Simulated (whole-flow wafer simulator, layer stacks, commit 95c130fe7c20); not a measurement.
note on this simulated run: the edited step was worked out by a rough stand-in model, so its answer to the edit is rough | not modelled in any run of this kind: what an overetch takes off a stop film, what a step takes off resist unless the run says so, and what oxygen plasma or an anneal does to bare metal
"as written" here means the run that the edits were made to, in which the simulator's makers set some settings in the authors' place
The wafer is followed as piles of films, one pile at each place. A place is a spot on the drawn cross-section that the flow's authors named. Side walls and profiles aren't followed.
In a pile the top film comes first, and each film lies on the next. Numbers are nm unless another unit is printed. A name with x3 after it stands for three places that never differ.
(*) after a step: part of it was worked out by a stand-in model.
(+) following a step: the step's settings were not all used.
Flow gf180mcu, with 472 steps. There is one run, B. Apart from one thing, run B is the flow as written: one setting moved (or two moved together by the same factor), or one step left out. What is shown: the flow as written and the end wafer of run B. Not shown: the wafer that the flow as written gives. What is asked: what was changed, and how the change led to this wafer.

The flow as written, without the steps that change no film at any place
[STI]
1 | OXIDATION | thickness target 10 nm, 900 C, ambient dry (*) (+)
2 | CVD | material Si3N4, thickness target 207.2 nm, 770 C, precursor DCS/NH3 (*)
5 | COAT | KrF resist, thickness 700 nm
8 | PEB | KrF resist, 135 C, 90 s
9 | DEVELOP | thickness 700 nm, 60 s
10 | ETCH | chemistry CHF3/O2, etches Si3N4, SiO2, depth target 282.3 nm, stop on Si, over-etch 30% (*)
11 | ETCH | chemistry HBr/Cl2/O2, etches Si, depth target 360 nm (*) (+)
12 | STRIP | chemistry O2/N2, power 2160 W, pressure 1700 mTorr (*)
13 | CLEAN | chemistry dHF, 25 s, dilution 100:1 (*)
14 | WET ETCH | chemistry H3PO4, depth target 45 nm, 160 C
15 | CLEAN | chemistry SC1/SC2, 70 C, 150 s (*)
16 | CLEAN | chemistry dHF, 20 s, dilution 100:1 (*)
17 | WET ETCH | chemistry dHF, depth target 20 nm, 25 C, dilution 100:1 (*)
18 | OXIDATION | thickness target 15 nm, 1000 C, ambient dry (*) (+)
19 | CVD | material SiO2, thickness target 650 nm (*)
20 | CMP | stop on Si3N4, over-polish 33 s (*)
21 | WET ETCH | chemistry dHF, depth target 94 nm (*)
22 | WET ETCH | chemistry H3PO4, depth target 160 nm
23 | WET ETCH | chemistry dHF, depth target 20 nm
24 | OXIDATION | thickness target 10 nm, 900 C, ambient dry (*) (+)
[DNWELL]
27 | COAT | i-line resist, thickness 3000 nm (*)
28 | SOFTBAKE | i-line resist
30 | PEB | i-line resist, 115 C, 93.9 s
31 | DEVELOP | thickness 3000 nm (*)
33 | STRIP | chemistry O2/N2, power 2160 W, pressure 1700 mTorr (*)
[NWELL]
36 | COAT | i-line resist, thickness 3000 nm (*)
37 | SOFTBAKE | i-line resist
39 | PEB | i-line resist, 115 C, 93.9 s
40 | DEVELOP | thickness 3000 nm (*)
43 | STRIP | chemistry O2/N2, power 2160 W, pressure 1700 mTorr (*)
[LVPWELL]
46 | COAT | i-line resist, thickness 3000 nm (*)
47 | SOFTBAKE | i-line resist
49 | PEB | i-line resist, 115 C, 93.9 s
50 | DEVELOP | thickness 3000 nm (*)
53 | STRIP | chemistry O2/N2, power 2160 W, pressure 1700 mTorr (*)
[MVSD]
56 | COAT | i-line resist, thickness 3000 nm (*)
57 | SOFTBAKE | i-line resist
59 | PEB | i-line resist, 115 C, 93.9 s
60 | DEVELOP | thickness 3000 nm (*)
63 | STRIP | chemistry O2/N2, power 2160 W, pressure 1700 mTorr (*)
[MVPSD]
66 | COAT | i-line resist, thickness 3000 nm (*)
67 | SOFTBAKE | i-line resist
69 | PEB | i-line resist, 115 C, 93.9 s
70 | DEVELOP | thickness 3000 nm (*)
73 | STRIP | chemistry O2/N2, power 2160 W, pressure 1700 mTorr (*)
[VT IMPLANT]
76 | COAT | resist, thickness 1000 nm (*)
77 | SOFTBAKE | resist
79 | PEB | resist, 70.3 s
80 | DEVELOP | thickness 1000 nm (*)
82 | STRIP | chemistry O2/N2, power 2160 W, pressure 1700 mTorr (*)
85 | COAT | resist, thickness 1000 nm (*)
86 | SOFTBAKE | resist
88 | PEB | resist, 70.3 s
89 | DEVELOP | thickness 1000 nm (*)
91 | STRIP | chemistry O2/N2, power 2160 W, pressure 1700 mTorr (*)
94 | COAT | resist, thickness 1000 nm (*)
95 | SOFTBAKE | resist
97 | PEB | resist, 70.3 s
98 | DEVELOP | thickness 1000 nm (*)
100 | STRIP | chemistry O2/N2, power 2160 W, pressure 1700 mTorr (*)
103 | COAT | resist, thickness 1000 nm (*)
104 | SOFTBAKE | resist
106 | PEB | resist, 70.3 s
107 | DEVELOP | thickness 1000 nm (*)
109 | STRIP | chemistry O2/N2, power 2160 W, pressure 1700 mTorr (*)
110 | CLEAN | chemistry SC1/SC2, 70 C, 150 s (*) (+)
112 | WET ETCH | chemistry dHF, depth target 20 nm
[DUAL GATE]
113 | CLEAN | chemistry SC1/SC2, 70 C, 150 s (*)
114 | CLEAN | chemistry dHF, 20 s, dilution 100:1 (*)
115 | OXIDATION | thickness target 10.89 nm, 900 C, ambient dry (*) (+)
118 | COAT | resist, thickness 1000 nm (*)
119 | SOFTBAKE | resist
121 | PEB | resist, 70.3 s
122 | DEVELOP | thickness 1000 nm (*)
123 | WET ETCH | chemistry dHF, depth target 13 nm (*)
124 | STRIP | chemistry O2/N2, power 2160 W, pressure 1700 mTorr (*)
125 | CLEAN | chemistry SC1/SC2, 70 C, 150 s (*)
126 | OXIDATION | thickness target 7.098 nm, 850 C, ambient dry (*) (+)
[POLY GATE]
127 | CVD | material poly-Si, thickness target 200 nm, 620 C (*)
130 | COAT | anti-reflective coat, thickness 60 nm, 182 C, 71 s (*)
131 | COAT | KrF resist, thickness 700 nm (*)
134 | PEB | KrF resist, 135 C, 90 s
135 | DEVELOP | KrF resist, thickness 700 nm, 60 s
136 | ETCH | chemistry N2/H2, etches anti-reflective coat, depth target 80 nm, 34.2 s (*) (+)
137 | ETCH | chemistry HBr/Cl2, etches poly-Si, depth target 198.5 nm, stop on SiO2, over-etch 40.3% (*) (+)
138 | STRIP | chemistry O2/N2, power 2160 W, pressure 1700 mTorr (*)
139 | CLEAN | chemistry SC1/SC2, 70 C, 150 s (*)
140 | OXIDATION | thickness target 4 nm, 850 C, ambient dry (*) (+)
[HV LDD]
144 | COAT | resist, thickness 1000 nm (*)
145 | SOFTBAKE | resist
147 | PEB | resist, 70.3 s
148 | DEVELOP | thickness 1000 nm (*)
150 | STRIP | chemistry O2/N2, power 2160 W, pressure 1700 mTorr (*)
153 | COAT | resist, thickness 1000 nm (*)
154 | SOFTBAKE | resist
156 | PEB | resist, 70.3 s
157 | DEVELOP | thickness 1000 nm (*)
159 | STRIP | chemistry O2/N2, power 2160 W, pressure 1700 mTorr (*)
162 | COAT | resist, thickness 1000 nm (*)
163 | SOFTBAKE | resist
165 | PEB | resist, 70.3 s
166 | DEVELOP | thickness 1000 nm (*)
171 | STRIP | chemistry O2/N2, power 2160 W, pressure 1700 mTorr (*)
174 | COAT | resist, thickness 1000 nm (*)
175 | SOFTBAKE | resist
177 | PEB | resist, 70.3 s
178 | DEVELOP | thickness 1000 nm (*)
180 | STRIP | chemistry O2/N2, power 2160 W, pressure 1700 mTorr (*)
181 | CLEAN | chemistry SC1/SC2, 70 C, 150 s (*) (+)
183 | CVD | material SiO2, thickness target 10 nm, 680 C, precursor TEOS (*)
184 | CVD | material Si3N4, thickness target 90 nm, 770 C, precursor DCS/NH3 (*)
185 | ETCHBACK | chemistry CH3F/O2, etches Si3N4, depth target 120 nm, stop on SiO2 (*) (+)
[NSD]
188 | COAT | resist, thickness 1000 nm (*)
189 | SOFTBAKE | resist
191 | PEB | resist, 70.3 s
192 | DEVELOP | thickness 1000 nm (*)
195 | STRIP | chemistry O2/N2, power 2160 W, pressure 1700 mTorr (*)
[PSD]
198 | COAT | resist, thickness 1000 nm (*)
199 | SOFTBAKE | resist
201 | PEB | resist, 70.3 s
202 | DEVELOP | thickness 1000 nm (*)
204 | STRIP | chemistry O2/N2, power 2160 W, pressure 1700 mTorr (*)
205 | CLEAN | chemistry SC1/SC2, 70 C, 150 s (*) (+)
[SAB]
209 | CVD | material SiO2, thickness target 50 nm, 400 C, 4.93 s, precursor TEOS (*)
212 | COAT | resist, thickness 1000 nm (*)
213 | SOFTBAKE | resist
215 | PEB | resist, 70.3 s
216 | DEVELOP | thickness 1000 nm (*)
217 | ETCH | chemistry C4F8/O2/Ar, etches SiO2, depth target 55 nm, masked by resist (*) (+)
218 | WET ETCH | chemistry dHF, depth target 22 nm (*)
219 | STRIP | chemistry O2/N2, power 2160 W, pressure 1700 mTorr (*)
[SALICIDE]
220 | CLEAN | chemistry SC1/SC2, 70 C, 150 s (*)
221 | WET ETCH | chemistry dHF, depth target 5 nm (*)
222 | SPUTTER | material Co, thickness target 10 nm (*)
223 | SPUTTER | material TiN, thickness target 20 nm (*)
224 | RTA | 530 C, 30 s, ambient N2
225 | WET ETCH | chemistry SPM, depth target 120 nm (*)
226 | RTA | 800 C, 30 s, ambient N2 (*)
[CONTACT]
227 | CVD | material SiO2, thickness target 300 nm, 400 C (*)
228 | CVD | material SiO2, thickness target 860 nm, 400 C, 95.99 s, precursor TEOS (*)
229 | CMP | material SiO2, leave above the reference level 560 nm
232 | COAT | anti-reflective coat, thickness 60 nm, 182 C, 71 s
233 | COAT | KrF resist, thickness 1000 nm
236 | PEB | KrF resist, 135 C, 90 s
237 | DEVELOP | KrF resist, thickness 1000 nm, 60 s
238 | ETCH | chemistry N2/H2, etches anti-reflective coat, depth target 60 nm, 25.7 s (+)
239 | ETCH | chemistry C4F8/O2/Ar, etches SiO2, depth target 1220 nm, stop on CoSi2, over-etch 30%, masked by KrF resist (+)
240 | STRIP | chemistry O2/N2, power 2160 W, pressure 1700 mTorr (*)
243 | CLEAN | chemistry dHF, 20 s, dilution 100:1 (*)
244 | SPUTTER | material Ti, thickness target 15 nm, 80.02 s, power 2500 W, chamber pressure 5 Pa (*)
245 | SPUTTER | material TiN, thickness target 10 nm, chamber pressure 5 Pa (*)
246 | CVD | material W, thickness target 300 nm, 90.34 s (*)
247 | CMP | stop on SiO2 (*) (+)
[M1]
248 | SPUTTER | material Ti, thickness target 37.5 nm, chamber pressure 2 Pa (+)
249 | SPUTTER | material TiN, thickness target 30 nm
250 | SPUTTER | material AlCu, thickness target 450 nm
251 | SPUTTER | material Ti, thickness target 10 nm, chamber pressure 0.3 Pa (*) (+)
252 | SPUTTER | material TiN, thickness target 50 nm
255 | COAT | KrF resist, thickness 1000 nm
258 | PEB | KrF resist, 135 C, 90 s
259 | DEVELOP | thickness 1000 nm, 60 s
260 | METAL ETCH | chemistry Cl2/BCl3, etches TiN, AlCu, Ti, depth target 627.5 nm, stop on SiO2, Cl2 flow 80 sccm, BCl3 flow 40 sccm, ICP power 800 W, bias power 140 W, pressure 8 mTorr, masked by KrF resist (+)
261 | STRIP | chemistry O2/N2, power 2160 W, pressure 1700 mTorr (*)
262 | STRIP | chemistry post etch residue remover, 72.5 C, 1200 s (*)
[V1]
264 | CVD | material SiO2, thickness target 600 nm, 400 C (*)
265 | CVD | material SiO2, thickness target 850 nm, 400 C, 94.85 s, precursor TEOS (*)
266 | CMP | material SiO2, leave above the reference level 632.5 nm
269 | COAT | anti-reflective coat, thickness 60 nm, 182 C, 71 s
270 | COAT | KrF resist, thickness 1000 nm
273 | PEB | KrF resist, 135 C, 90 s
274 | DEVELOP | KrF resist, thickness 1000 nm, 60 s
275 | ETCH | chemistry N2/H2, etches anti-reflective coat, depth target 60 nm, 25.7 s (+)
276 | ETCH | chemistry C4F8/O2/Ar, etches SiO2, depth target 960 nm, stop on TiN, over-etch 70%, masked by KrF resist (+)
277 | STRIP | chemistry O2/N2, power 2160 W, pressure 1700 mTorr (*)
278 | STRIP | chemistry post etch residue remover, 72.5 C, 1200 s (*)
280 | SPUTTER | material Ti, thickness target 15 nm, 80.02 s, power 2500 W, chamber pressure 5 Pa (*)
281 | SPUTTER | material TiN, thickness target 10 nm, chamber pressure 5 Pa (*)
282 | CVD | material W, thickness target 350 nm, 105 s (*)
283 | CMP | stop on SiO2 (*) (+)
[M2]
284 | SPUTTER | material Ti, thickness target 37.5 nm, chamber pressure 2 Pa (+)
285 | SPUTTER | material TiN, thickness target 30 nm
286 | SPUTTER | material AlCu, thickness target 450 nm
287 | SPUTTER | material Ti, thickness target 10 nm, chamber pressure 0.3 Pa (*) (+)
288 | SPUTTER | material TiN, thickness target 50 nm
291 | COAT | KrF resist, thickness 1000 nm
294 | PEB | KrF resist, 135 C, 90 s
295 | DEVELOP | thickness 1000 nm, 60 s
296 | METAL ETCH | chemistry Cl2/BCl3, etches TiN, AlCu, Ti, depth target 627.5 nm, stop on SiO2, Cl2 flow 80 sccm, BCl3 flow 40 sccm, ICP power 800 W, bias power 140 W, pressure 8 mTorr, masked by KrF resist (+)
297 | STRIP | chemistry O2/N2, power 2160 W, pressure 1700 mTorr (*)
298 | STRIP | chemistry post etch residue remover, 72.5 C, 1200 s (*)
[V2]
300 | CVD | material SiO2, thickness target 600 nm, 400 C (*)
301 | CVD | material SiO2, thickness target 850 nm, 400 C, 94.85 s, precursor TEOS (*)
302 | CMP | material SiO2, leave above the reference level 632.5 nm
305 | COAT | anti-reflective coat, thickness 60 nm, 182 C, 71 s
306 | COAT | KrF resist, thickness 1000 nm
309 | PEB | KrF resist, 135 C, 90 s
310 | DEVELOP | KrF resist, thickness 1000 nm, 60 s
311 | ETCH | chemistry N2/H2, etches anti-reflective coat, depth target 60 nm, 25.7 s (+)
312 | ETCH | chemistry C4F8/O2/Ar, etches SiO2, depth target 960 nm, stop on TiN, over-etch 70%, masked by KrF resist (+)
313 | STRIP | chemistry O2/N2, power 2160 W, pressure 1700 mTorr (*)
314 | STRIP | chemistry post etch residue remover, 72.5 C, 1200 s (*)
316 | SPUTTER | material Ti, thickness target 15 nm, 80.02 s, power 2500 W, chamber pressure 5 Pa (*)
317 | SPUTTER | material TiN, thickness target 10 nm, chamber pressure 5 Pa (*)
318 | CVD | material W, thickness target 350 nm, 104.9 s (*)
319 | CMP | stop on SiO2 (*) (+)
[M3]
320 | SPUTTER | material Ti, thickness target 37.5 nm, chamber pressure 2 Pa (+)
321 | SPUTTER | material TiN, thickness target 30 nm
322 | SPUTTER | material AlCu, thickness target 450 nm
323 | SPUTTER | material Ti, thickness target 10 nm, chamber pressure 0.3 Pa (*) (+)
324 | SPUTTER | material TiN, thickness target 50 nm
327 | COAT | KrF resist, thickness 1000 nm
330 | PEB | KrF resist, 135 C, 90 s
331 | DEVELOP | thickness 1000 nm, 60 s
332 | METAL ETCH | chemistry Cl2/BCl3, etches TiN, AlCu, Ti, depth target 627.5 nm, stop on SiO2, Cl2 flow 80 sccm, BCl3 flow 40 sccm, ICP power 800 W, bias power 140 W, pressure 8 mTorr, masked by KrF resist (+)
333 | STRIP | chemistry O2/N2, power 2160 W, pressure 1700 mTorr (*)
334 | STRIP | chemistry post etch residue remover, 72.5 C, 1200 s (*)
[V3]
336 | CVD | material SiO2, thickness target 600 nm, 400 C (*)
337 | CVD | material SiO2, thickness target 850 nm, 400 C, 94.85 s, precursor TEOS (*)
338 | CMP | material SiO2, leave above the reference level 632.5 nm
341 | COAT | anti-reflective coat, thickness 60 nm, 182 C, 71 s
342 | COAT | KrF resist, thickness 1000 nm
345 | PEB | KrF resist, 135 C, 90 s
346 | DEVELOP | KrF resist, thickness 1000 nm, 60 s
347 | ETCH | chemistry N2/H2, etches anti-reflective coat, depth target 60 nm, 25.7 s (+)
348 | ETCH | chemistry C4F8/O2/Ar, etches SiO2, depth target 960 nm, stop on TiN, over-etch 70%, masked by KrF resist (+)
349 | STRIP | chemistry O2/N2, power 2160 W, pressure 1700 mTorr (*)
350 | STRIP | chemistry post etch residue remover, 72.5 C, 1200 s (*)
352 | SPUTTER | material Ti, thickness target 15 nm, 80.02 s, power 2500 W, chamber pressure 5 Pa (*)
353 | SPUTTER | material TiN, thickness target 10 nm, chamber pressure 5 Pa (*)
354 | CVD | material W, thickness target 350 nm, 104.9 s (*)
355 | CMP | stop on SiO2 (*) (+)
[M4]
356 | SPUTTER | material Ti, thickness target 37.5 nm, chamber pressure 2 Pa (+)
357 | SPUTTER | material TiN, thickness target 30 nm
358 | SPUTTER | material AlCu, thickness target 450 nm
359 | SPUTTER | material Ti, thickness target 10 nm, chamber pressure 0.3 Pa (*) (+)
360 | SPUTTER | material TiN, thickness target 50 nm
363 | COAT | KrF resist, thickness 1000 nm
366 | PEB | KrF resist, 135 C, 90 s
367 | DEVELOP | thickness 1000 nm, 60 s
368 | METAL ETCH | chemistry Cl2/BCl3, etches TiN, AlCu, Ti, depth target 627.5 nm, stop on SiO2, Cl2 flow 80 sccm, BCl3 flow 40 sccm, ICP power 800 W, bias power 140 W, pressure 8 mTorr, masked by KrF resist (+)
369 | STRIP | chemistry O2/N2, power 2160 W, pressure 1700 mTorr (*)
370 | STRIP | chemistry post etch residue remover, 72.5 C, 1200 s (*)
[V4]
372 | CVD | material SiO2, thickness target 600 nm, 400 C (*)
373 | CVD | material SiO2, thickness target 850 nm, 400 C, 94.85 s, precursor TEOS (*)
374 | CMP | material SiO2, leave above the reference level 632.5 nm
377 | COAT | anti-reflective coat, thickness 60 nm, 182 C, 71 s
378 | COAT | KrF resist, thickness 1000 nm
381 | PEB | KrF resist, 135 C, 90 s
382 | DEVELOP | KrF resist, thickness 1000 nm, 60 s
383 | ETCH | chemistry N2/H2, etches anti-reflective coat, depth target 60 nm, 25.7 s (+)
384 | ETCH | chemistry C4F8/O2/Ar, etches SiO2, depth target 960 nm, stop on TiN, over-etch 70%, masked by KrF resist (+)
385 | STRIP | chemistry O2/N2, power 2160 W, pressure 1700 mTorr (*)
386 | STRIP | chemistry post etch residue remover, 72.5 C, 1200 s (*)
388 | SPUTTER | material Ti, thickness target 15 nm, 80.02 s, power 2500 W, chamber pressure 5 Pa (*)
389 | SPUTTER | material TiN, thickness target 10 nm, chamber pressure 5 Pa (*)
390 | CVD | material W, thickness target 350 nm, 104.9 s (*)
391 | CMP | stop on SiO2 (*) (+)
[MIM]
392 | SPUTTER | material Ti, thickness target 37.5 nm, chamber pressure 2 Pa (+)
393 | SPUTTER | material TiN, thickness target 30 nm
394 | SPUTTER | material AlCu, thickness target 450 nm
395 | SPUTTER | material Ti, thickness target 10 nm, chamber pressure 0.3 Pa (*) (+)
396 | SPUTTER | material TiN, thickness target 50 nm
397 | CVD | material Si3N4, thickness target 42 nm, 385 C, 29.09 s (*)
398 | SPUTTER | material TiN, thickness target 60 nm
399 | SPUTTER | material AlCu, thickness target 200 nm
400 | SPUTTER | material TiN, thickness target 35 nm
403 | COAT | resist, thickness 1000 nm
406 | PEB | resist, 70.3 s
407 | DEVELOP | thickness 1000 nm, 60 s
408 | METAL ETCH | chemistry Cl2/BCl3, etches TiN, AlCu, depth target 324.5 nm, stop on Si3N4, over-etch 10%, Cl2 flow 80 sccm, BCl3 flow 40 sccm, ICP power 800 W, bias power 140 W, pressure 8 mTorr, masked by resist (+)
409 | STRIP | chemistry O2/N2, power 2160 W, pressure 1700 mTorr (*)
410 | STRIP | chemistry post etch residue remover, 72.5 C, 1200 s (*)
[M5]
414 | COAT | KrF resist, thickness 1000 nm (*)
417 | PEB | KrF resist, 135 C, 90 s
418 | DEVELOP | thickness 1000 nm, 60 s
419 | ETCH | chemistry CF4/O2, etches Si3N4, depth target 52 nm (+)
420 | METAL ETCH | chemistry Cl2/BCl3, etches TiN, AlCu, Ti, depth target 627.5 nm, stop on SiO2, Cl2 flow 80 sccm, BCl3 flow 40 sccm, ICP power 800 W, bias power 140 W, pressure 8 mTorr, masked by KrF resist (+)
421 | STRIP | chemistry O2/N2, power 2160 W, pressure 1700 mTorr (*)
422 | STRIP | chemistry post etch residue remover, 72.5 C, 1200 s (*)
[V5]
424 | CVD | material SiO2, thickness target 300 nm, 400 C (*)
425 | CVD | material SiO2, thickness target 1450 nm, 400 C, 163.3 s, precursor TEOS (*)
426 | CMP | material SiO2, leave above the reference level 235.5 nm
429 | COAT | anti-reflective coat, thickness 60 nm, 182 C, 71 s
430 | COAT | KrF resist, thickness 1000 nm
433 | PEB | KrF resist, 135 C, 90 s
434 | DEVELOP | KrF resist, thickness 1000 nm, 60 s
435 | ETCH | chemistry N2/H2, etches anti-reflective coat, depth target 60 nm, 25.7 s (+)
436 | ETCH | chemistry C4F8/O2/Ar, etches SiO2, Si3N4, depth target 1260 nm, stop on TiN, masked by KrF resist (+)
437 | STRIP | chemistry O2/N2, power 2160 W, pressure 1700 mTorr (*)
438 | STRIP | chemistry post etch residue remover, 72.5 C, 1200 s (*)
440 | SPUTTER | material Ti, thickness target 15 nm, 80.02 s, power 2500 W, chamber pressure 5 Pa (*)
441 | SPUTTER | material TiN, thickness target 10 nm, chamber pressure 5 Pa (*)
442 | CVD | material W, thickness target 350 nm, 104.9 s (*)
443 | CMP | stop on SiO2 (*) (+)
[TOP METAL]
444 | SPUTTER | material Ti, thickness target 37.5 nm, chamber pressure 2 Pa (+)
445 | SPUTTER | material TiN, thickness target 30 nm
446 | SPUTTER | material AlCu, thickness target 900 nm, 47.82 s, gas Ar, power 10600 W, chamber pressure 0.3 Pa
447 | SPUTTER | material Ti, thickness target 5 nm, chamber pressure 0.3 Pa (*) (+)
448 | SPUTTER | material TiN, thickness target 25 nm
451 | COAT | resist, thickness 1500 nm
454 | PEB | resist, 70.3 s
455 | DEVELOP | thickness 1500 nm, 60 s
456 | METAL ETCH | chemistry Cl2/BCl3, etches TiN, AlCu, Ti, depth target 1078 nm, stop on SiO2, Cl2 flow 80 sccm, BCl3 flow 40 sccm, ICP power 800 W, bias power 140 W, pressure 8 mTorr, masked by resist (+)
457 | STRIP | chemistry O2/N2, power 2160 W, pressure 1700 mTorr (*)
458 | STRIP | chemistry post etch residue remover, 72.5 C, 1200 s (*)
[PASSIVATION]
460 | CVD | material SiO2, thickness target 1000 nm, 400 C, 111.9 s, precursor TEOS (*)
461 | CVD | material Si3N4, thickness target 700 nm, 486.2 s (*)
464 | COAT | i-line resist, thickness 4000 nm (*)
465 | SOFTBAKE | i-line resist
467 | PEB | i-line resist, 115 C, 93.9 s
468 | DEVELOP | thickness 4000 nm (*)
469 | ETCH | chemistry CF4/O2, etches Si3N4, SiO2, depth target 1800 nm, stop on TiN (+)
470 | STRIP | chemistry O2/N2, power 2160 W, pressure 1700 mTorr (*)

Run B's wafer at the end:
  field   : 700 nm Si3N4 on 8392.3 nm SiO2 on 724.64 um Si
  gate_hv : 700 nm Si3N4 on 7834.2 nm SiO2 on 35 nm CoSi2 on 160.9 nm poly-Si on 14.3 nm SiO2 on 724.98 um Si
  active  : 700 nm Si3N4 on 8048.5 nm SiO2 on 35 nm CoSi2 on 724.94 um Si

The reason: step 424, CVD: thickness target 465 nm was run, whereas the flow has thickness target 300 nm.

The path from the change to this, step by step:
  424 | CVD | material SiO2, thickness target 300 nm, 400 C (*)
      field, field__w1, field__w2 and 101 more: +465 SiO2 (it would be, as written: +300 SiO2)
      field__w4, field__w8, contact, m1, m1__w1, mim, mim_1p0, m1_nw: +465 SiO2 (new film) (it would be, as written: +300 SiO2 (new film))
  436 | ETCH | chemistry C4F8/O2/Ar, etches SiO2, Si3N4, depth target 1260 nm, stop on TiN, masked by KrF resist (+)
      contact: -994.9 SiO2 (all of it), -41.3 Si3N4 (all of it) (it would be, as written: -829.9 SiO2 (all of it), -41.3 Si3N4 (all of it))
  440 | SPUTTER | material Ti, thickness target 15 nm, 80.02 s, power 2500 W, chamber pressure 5 Pa (*)
      contact: +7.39 Ti (new film) (it would be, as written: +8.12 Ti (new film))
  442 | CVD | material W, thickness target 350 nm, 104.9 s (*)
      contact: +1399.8 W (new film) (it would be, as written: +1233.6 W (new film))
